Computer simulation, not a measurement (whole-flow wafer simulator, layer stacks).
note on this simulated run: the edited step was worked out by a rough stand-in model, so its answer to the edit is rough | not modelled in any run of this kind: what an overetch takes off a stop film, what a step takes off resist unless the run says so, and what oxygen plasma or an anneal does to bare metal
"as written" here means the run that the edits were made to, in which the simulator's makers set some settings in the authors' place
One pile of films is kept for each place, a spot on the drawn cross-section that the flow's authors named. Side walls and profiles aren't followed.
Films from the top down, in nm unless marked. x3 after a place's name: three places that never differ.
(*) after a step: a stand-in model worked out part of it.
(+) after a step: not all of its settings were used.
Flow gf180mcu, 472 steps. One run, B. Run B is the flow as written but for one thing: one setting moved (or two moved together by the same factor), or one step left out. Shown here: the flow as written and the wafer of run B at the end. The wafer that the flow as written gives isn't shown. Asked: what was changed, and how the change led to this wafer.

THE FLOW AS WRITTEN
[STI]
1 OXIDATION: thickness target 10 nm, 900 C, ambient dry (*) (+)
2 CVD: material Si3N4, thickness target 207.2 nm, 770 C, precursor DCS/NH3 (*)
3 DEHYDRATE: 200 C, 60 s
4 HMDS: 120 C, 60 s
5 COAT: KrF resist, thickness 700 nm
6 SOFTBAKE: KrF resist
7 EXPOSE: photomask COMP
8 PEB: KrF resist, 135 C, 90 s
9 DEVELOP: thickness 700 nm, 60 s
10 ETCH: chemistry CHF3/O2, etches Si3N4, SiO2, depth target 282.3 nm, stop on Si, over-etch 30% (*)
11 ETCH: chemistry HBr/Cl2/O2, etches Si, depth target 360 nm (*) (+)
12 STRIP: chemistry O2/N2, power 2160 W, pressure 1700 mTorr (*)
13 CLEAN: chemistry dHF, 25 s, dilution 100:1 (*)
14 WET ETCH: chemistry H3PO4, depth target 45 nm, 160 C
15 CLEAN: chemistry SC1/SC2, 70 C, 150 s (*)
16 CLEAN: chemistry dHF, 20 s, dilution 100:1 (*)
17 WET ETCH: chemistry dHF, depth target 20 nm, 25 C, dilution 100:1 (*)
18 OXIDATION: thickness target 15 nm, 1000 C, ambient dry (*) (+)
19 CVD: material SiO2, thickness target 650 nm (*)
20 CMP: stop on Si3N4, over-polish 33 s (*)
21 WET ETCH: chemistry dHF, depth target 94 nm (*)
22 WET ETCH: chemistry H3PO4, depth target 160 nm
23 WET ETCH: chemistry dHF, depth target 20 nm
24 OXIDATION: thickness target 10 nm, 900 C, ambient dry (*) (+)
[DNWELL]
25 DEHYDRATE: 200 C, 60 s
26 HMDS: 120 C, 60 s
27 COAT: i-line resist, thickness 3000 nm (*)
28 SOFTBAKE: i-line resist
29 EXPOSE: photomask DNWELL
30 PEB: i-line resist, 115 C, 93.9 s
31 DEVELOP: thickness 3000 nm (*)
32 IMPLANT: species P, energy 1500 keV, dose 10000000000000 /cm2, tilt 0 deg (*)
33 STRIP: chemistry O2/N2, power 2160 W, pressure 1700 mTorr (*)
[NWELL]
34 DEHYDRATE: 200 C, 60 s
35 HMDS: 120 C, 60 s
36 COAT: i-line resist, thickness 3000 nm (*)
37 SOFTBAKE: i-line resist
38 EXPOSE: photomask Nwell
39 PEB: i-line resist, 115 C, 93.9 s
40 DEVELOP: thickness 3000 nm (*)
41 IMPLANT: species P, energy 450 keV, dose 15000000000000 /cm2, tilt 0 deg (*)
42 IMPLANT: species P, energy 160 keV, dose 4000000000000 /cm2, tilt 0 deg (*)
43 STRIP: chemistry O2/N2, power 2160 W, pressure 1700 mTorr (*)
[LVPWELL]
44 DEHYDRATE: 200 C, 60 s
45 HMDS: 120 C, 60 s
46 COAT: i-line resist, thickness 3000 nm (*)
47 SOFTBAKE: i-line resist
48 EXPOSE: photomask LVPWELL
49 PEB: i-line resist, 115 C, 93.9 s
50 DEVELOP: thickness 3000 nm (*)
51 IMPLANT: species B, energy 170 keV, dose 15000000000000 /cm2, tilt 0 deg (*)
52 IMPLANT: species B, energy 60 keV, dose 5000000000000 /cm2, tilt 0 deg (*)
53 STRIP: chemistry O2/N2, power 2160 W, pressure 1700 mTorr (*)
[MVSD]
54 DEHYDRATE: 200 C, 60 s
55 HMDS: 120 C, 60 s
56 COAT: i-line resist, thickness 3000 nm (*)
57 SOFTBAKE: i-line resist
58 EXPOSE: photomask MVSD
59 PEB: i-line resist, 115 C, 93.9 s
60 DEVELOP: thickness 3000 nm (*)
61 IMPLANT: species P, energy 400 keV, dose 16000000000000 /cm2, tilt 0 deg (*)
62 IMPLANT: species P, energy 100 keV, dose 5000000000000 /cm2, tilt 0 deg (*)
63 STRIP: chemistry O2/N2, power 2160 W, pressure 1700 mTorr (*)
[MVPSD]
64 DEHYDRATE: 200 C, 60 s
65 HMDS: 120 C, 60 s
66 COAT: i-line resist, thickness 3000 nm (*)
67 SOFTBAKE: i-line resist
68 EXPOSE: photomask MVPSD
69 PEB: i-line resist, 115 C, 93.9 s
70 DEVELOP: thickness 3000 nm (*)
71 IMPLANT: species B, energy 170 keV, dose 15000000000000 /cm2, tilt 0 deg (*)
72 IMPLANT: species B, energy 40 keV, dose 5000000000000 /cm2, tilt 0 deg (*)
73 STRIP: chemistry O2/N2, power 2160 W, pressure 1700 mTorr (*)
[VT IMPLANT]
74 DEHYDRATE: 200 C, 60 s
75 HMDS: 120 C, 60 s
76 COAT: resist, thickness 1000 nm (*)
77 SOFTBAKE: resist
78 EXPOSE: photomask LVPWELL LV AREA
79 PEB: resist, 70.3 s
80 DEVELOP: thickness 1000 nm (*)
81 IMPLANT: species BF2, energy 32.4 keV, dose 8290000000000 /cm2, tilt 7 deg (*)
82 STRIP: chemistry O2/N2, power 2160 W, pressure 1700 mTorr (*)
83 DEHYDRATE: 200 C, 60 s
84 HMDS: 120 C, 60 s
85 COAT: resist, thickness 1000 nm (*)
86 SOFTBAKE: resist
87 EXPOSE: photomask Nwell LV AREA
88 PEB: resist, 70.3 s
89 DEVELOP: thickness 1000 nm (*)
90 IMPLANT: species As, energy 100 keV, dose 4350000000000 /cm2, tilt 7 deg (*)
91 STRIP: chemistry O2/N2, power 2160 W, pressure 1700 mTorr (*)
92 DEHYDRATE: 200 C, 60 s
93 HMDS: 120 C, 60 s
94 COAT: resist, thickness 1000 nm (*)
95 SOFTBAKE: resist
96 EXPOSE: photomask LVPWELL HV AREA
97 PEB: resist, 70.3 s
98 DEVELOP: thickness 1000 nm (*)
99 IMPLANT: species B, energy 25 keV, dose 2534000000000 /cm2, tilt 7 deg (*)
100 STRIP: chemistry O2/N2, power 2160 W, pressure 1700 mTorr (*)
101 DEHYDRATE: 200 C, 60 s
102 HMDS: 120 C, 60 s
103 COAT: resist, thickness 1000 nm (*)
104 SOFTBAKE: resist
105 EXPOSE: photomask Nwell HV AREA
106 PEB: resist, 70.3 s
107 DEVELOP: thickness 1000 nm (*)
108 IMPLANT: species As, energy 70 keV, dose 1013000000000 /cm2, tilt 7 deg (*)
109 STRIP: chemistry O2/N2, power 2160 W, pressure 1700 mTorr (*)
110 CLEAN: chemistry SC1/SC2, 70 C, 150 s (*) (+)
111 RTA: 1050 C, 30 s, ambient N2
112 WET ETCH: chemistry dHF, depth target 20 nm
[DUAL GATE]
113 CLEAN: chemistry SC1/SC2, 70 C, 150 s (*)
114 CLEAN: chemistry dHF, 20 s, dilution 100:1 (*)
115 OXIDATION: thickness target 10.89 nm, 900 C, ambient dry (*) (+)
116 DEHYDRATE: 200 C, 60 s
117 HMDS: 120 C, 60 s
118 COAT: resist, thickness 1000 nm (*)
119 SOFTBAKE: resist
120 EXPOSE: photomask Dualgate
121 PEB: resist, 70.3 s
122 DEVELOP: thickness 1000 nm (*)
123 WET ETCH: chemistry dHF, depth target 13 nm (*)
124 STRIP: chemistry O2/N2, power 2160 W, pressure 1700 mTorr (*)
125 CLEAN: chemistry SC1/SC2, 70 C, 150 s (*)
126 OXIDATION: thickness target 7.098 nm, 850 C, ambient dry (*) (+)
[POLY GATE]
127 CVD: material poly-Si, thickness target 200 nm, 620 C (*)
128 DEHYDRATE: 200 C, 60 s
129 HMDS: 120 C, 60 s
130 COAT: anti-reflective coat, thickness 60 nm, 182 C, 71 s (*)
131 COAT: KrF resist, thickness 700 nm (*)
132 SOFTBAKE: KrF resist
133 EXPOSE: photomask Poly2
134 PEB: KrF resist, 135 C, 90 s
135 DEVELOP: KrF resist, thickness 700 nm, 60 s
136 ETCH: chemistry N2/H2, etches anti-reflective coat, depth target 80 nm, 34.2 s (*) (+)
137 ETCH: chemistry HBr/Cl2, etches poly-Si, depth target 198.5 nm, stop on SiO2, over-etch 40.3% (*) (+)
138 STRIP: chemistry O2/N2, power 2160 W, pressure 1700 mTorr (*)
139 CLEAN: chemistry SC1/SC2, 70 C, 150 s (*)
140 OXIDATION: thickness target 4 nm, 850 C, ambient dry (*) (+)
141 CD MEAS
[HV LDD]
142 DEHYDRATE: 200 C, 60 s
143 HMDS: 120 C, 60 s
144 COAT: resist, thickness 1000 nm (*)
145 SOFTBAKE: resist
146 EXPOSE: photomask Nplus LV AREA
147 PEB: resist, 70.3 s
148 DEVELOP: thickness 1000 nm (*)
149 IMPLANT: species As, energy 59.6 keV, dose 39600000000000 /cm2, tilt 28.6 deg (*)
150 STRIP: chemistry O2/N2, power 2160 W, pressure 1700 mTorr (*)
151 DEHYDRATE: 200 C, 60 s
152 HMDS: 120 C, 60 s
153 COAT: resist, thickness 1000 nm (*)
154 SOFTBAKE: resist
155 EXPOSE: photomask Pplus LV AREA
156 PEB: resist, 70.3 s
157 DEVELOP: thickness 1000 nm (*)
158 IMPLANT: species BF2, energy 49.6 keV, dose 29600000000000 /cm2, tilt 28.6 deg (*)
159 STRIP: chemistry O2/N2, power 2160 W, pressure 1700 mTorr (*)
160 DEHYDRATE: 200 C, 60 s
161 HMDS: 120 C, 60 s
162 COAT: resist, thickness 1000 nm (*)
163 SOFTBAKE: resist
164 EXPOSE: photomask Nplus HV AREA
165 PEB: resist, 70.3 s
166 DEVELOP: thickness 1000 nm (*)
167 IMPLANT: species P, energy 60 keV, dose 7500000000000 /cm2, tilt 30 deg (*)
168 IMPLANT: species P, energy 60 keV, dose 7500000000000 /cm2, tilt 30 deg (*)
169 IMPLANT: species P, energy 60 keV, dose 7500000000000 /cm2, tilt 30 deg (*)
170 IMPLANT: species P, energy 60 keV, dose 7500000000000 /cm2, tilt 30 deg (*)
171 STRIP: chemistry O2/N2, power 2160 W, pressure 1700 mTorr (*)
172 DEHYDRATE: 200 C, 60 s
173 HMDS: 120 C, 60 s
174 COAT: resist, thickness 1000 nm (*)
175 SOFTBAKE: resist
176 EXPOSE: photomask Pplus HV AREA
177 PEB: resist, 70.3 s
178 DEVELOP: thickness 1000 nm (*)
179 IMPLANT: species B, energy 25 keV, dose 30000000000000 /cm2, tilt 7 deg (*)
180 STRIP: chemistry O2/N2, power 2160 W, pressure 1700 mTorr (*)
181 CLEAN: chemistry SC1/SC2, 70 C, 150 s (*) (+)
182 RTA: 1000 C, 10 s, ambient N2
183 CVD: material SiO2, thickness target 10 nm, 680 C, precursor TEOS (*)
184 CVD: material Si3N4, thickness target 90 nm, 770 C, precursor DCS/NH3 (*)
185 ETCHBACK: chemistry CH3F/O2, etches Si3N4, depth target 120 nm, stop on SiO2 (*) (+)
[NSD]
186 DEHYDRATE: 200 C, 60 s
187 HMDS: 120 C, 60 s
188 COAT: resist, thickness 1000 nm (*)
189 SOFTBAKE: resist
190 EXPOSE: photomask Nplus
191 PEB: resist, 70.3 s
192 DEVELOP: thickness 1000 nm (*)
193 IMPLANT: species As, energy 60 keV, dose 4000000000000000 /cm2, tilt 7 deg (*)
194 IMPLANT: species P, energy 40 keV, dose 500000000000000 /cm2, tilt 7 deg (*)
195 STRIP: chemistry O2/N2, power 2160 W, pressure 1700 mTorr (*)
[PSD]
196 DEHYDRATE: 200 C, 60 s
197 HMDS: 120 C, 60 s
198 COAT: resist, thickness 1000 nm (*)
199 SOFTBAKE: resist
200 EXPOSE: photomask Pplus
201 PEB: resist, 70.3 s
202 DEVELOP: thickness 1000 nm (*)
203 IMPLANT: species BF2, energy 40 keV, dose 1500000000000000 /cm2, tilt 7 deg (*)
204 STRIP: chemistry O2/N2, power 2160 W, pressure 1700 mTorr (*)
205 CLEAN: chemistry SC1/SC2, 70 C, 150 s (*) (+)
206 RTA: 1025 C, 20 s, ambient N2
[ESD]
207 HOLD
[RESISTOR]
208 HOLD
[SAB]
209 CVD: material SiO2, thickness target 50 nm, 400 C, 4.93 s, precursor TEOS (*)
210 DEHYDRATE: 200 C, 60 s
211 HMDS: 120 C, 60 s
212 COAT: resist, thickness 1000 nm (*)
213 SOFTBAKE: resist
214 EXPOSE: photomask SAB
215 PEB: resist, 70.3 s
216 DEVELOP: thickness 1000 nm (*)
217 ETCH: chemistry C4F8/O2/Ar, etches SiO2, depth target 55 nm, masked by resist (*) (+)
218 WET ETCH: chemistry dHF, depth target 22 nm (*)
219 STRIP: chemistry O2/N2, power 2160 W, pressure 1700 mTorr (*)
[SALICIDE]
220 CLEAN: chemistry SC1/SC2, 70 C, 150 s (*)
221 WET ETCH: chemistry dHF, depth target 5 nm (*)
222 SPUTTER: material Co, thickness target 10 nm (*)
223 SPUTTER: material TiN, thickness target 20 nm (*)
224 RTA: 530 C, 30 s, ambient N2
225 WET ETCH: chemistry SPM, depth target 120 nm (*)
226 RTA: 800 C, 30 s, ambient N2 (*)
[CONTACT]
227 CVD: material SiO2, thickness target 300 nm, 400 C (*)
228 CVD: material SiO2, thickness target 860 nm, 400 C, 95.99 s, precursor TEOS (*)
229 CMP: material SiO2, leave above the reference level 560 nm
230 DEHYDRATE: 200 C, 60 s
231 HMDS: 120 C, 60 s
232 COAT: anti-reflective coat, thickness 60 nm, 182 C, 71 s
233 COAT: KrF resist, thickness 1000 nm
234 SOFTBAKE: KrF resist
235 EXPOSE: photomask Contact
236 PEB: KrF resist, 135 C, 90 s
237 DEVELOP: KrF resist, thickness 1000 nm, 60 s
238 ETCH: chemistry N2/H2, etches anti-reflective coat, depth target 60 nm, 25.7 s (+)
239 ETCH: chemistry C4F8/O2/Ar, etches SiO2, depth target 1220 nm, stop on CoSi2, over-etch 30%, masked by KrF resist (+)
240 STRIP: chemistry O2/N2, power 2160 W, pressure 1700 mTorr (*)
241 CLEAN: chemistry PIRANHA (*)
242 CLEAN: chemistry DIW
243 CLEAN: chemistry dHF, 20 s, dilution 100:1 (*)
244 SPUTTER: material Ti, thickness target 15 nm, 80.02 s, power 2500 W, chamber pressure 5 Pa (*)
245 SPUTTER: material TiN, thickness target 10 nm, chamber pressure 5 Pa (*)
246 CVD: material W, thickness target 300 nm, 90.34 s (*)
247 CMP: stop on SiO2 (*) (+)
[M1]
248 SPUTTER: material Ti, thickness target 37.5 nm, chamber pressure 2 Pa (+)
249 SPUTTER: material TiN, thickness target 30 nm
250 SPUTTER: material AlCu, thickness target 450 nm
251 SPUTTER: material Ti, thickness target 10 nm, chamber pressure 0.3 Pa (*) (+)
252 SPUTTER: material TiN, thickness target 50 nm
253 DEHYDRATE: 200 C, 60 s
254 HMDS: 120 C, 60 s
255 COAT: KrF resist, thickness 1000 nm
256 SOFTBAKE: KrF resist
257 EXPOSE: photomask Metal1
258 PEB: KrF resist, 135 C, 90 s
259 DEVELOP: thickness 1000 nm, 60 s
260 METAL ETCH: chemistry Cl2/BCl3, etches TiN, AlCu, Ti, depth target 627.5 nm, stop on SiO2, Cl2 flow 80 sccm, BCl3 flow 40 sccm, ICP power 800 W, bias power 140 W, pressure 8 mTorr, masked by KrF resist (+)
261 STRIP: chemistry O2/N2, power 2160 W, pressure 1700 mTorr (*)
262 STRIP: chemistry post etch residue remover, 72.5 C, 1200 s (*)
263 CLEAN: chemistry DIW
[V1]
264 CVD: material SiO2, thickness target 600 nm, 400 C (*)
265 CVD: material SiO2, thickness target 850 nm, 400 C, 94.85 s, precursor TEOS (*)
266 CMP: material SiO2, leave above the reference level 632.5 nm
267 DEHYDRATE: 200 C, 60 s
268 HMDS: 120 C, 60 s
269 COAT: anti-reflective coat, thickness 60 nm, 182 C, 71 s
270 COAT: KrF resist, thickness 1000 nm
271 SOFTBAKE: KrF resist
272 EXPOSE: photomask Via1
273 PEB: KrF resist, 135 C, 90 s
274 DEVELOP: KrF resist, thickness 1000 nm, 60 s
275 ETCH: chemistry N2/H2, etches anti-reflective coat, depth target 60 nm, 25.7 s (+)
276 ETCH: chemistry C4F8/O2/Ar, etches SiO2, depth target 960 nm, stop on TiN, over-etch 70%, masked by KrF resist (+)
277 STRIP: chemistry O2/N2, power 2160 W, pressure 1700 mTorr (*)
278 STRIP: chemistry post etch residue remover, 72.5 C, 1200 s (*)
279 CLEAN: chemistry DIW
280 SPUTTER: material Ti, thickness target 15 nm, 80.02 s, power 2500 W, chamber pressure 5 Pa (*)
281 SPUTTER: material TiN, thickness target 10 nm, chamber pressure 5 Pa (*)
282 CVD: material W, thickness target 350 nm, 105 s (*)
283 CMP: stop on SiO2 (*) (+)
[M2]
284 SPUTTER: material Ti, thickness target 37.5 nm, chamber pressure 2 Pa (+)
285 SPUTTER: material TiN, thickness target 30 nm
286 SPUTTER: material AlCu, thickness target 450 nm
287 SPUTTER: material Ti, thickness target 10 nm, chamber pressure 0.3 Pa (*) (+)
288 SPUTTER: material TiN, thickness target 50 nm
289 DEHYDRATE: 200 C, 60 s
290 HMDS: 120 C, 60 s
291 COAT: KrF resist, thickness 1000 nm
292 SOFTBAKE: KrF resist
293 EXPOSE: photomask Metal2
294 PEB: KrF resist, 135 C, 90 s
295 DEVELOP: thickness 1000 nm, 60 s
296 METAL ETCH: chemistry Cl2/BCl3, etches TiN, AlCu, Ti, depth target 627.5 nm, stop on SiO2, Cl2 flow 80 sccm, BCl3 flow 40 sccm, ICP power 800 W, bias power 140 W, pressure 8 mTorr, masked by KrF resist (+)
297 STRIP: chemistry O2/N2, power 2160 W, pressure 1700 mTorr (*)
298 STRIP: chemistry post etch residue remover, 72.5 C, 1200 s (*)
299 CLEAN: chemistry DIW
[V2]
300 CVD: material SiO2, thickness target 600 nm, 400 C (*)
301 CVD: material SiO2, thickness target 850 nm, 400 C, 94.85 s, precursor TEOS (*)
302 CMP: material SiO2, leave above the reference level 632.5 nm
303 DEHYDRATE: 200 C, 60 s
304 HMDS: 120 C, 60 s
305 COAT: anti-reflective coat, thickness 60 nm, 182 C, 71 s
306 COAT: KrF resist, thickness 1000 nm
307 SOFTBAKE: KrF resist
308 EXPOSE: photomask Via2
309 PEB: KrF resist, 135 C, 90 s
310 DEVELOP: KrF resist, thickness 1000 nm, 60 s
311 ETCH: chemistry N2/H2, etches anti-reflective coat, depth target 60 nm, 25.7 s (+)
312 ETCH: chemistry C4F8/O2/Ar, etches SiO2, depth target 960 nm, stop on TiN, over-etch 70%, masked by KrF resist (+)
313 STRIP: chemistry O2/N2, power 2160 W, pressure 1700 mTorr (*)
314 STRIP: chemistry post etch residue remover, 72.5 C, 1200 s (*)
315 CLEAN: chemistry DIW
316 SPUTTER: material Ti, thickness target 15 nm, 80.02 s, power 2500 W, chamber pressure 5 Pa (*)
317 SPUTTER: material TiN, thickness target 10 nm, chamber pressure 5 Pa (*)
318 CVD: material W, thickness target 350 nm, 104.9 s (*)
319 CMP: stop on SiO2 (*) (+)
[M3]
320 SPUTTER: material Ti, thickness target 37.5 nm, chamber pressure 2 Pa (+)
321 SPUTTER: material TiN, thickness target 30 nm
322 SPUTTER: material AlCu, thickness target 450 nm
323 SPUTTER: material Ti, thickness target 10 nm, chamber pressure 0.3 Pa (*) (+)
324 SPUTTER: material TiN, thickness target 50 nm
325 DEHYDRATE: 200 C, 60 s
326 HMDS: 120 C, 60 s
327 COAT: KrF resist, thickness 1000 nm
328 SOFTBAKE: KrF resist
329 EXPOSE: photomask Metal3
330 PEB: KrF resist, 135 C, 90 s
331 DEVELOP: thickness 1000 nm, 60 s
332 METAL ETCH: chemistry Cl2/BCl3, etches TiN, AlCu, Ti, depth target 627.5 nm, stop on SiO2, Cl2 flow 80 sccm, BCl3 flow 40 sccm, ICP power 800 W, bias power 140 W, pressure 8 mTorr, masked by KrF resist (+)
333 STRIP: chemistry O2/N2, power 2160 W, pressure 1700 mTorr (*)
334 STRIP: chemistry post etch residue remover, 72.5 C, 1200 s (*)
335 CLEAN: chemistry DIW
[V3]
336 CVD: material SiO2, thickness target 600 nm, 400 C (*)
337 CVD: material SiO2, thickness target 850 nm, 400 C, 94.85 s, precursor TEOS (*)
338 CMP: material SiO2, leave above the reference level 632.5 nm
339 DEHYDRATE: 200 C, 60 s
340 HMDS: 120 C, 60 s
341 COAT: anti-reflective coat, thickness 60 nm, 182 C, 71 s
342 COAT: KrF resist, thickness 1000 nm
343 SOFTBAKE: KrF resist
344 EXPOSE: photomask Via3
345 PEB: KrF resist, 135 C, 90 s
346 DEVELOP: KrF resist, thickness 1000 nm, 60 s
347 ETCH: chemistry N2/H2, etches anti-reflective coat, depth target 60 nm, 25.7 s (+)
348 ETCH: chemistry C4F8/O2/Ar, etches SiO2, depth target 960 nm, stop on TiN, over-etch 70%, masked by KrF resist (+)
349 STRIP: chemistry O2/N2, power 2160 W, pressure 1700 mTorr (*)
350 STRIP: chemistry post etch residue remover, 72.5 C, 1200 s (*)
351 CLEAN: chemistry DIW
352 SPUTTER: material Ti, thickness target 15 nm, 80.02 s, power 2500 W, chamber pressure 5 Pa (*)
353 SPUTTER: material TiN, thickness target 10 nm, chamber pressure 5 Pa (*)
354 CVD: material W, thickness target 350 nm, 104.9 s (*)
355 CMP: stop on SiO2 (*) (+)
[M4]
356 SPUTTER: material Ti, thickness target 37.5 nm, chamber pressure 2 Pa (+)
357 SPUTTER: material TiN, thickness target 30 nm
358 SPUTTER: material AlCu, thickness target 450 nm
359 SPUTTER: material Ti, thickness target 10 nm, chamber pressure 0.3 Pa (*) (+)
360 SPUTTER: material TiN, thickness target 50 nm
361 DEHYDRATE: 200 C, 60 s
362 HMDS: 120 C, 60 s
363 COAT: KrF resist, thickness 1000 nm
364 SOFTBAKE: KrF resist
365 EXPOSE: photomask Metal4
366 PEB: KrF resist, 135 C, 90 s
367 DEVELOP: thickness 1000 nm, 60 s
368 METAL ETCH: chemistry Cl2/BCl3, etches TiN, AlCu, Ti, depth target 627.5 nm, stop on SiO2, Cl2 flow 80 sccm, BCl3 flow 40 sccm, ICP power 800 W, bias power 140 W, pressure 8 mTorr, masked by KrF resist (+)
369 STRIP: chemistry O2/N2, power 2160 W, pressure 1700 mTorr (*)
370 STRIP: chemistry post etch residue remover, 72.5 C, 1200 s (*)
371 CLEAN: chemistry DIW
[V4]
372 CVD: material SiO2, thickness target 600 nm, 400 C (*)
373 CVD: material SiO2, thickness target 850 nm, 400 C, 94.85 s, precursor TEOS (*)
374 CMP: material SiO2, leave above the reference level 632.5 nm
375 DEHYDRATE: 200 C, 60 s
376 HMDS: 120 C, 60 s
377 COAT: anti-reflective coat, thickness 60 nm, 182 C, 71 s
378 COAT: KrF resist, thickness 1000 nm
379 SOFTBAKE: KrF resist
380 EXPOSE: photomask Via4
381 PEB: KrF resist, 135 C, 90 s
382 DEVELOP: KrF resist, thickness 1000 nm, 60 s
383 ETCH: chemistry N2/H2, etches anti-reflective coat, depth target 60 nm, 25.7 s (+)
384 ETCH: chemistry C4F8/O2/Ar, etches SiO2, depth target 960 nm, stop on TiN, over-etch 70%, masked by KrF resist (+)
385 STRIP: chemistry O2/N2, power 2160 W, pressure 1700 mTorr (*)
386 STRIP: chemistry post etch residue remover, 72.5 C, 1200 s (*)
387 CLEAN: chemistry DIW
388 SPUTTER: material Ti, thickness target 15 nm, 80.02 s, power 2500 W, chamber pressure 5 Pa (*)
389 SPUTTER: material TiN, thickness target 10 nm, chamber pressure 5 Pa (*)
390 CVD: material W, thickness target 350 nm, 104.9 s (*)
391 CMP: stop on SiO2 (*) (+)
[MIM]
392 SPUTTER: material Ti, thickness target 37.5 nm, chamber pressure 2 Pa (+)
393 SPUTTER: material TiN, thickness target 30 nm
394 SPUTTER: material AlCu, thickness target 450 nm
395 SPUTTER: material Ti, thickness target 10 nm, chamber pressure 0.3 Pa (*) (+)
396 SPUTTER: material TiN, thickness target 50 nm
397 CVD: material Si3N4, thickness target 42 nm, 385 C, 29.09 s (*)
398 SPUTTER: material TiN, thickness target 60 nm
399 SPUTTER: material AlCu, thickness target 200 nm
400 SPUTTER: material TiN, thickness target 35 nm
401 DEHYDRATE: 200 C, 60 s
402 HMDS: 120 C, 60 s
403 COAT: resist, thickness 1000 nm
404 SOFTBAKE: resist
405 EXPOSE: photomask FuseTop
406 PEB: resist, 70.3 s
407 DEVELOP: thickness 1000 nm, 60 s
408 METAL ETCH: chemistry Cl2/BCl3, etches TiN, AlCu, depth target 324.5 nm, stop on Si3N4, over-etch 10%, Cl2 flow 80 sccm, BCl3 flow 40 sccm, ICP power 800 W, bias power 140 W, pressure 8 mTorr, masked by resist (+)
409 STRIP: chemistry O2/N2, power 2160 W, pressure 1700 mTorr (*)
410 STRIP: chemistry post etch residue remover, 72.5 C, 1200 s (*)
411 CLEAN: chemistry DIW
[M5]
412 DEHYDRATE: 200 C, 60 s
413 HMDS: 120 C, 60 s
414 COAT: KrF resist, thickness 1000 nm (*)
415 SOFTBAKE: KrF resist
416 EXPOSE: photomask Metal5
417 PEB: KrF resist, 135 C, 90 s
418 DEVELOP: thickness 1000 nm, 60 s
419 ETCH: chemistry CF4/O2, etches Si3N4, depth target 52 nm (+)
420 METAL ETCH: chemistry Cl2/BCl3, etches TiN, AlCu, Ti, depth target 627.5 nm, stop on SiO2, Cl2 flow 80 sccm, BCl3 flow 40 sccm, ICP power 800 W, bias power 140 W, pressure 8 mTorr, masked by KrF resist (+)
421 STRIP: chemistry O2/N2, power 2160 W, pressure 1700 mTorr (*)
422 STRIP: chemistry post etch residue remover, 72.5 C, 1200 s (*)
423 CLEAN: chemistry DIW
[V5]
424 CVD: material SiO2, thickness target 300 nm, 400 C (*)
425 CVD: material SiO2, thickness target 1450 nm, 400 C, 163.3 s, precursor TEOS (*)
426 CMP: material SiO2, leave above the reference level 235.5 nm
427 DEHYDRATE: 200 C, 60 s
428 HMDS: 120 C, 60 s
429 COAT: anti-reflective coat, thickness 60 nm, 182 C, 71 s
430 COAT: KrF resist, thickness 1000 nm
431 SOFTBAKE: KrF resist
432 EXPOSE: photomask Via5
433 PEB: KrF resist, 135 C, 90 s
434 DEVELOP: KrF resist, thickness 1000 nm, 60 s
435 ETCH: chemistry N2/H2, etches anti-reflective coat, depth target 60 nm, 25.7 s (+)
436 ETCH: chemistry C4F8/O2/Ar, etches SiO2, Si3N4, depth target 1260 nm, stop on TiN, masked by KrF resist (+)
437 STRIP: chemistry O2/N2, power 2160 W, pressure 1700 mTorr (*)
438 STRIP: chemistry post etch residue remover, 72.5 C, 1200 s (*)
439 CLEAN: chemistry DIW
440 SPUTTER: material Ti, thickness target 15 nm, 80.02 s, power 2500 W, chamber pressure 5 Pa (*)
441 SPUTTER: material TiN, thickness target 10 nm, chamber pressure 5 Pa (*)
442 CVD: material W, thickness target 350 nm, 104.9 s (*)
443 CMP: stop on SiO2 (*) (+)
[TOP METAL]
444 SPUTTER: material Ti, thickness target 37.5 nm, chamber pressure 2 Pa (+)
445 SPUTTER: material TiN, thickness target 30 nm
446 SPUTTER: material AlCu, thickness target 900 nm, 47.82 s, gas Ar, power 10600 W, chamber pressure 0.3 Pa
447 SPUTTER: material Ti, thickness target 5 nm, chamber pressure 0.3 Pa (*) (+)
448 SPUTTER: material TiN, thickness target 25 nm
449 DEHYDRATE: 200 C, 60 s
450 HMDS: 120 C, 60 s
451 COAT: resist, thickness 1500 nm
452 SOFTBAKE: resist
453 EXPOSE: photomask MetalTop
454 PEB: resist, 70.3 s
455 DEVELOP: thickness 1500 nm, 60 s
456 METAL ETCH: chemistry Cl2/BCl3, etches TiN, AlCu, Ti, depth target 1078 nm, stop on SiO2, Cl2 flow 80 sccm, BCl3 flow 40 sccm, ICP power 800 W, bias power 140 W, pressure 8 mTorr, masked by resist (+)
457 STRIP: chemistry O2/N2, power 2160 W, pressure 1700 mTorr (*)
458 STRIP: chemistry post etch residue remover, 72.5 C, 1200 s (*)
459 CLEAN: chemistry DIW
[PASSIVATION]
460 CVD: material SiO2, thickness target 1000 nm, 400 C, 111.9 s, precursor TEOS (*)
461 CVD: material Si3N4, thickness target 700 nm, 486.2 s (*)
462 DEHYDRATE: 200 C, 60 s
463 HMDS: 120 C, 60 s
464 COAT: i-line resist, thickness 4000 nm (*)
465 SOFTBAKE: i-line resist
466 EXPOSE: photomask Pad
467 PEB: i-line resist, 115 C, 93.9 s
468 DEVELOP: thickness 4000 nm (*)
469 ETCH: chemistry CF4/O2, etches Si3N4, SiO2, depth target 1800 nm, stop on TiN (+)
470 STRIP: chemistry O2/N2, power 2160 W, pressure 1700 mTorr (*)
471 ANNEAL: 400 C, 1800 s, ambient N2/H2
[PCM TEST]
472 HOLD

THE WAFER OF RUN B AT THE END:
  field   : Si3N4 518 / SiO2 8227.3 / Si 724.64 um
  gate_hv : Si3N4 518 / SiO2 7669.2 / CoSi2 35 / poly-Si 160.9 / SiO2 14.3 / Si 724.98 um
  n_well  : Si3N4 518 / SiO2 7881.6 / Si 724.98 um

The cause: step 461, CVD: thickness target 518 nm was run, where the flow has thickness target 700 nm; step 461, CVD: 359.8 s was run, where the flow has 486.2 s.
It can be read off the wafer: field has Si3N4 518, and step 461 as written asks for 700 nm.

How the change led to this, step by step:
  461 CVD: material Si3N4, thickness target 700 nm, 486.2 s (*)
      field, field__w1, field__w2 and 109 more: Si3N4 +518 (new film) (as written it would be: Si3N4 +700 (new film))
  465 SOFTBAKE: i-line resist
      field__w11, field__w13: i-line resist +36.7 (as written it would be: i-line resist +37.6)
      mim, ppoly_u: i-line resist +36.6 (as written it would be: i-line resist +37.5)
      (and at 38 more places)
  469 ETCH: chemistry CF4/O2, etches Si3N4, SiO2, depth target 1800 nm, stop on TiN (+)
      pad: Si3N4 -518 (all of it), SiO2 -1000 (all of it) (as written it would be: Si3N4 -700 (all of it), SiO2 -1000 (all of it))
